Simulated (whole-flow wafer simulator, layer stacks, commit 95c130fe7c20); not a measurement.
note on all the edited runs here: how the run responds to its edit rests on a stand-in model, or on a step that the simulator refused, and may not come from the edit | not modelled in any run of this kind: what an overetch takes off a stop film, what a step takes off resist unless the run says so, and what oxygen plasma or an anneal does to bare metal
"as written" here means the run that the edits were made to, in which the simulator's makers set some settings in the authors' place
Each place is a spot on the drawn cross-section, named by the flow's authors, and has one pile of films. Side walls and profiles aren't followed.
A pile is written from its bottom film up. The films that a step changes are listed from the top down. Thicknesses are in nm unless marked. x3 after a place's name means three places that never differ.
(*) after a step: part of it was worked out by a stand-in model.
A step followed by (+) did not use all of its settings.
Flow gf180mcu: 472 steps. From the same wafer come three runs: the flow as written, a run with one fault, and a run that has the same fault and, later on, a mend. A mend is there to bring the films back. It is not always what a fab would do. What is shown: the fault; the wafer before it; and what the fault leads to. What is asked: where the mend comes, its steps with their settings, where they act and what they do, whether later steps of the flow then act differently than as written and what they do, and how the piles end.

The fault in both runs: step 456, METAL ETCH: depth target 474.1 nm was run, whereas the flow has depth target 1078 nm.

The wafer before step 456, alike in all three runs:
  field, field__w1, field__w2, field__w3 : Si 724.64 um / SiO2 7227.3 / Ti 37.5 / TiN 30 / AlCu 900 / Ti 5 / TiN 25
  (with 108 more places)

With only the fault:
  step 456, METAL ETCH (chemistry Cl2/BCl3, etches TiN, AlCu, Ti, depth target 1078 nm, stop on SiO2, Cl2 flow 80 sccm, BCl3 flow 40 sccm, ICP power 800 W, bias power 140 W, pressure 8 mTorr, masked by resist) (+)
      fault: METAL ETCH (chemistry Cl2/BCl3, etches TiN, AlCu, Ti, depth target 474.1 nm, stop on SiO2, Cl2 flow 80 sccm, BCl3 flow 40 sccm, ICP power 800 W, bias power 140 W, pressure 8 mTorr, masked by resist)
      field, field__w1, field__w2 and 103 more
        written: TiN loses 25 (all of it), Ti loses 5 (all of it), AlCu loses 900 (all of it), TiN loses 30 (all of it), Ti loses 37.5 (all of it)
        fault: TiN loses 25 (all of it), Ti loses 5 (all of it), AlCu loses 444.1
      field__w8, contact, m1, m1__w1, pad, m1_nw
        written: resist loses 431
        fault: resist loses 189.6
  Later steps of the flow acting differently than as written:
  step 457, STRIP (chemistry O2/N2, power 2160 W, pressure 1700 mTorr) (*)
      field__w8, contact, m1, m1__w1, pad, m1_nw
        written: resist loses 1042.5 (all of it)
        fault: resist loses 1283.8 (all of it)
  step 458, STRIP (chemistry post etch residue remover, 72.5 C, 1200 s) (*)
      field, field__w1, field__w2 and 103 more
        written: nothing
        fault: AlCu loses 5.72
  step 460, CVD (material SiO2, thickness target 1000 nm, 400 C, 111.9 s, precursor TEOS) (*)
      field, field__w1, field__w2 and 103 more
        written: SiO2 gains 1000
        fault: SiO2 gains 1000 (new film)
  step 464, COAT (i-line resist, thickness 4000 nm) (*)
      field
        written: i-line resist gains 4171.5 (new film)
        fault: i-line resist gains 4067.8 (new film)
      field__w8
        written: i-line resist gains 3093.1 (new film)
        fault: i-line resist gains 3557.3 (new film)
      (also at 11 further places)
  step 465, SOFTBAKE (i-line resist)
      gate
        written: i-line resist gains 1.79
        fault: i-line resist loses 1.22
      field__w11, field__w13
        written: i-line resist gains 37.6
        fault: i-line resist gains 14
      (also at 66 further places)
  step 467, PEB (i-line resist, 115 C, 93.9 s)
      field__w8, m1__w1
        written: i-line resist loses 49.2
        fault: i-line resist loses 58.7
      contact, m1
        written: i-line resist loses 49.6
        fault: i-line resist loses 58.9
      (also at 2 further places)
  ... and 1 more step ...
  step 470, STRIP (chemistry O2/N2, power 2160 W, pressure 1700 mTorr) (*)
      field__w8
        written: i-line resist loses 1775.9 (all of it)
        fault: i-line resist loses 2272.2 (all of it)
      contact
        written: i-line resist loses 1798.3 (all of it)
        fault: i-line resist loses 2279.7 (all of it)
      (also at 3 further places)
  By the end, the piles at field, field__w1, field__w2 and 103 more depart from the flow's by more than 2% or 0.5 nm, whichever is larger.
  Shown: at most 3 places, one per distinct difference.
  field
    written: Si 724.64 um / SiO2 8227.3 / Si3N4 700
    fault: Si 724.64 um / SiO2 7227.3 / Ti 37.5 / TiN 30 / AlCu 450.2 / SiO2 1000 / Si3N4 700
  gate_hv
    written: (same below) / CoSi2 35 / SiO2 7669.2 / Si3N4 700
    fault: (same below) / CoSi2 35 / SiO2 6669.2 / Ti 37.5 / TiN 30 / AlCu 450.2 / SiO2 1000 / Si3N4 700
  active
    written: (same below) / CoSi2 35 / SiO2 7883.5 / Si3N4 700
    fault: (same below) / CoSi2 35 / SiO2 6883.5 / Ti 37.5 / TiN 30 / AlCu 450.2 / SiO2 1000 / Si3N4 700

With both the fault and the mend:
  The mend stands after step 458.
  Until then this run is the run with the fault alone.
  step 458a, DEHYDRATE (200 C, 60 s) (the flow's step 449 again)
      does not change any film at any place that is followed
  step 458b, HMDS (120 C, 60 s) (the flow's step 450 again)
      does not change any film at any place that is followed
  step 458c, COAT (resist, thickness 1500 nm) (*) (the flow's step 451 again)
      iso_ptap_pw, iso_ntap_nw, iso_nw_fld and 33 more
        resist gains 1500 (new film)
      field__w10, field_sub, field_sub__w1 and 7 more
        resist gains 1506.4 (new film)
      ld_acc_n, ld_fp_n, ld_drift_n, ld_drn_n, sd_p_hv, gate_p_hv, nw_enc_fld__w1
        resist gains 1506.5 (new film)
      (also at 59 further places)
  step 458d, SOFTBAKE (resist) (the flow's step 452 again)
      field__w2, field__w3
        resist loses 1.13
      field__w7, ld_gate_n
        resist loses 0.73
      field__w9, ld_body_p_dnw
        resist loses 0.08
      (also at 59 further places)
  step 458e, EXPOSE (photomask MetalTop) (the flow's step 453 again)
      does not change any film at any place that is followed
  step 458f, PEB (resist, 70.3 s) (the flow's step 454 again)
      field__w2, field__w3, field__w5 and 45 more
        resist loses 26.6
      iso_ptap_pw, iso_ntap_nw, iso_nw_fld and 33 more
        resist loses 26.5
      gate_hv, sd_p, gate_p, nw_enc_fld_lv__w3, polyc_n, polyc_n_rim, polyc_p_rim
        resist loses 27
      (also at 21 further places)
  step 458g, DEVELOP (thickness 1500 nm, 60 s) (the flow's step 455 again)
      iso_ptap_pw, iso_ntap_nw, iso_nw_fld and 33 more
        resist loses 1473.5 (all of it)
      field__w7, field__w11, field__w13 and 6 more
        resist loses 1480.1 (all of it)
      field__w6, field_sub__w4, ld_fp_p, ld_drift_p, ld_drn_p, ld_body_p_dnw
        resist loses 1479.6 (all of it)
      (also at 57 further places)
  step 458h, METAL ETCH (chemistry Cl2/BCl3, etches TiN, AlCu, Ti, depth target 603.4 nm, stop on SiO2, Cl2 flow 80 sccm, BCl3 flow 40 sccm, ICP power 800 W, bias power 140 W, pressure 8 mTorr, masked by resist) (+) (the flow's step 456 again, with other settings)
      field, field__w1, field__w2 and 103 more
        AlCu loses 450.2 (all of it), TiN loses 30 (all of it), Ti loses 37.5 (all of it)
      field__w8, contact, m1, m1__w1, pad, m1_nw
        resist loses 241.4
  step 458i, STRIP (chemistry O2/N2, power 2160 W, pressure 1700 mTorr) (*) (the flow's step 457 again)
      field__w8
        resist loses 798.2 (all of it)
      contact
        resist loses 797.1 (all of it)
      m1
        resist loses 797.2 (all of it)
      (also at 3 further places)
  step 458j, STRIP (chemistry post etch residue remover, 72.5 C, 1200 s) (*) (the flow's step 458 again)
      field__w8, contact, m1, m1__w1, pad, m1_nw
        TiN loses 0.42
  Later steps of the flow that are run all act as written at every place that is followed, up to a difference of at most 2% or 0.5 nm, whichever is larger.
  When the end is reached, the piles differ only a little from the flow's at the places that both follow, at most by 2% or 0.5 nm, whichever is larger.
